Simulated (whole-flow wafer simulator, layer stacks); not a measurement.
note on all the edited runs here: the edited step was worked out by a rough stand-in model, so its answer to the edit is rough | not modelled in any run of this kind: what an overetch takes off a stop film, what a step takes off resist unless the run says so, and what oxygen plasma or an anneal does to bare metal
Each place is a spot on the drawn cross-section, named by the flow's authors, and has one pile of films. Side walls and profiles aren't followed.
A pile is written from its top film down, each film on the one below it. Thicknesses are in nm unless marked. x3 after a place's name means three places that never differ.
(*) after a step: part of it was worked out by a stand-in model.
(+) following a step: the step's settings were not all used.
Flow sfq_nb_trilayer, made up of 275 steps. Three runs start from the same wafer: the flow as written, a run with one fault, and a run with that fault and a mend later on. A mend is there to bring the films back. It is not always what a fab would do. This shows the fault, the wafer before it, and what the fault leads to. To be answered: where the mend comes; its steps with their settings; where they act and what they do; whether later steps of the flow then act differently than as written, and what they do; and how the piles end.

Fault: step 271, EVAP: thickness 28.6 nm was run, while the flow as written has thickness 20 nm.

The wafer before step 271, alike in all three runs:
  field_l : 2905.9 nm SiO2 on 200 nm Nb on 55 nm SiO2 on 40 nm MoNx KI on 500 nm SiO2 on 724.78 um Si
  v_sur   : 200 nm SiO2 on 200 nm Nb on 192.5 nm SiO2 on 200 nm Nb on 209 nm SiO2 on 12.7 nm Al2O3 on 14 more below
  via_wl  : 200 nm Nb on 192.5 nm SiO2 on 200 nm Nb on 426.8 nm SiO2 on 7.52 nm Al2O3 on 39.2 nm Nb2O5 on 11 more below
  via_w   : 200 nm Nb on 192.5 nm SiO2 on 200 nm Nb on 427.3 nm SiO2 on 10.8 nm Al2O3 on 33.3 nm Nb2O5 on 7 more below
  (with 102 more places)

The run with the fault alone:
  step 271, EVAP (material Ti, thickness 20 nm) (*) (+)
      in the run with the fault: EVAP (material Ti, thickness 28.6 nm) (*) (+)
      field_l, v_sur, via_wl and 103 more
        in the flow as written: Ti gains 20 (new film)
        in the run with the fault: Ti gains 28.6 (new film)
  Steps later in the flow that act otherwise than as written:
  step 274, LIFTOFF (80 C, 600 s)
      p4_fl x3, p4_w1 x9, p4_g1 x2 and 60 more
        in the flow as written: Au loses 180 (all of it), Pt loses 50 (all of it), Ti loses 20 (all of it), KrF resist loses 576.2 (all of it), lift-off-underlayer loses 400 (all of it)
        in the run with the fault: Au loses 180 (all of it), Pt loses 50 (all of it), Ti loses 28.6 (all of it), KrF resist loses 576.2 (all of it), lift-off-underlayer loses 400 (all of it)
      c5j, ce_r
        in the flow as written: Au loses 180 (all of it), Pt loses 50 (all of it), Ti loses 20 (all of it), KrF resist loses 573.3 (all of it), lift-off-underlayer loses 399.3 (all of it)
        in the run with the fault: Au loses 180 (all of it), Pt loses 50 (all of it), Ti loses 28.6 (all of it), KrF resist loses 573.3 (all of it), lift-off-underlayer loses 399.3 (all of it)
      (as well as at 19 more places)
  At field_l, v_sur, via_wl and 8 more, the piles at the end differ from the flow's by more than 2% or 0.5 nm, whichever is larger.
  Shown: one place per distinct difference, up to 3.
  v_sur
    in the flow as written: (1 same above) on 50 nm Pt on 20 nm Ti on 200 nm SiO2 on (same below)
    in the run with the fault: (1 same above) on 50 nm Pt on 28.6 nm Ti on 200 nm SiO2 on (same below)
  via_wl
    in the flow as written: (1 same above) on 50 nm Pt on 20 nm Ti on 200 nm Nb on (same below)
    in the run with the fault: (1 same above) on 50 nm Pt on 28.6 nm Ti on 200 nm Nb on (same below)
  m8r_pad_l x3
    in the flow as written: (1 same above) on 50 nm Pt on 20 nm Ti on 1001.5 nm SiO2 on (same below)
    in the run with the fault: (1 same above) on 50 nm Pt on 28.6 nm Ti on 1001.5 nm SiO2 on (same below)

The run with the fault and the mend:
  The mend follows step 271.
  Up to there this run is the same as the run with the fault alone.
  step 271a, METAL ETCH (etches Ti, MoNx, depth 8.6 nm) (the flow's step 190, run once more with other settings)
      field_l, v_sur, via_wl and 103 more
        Ti loses 8.6
  Later steps of the flow that are run all act as written at every place that is followed.
  At every place that both follow, the piles at the end match the flow's.
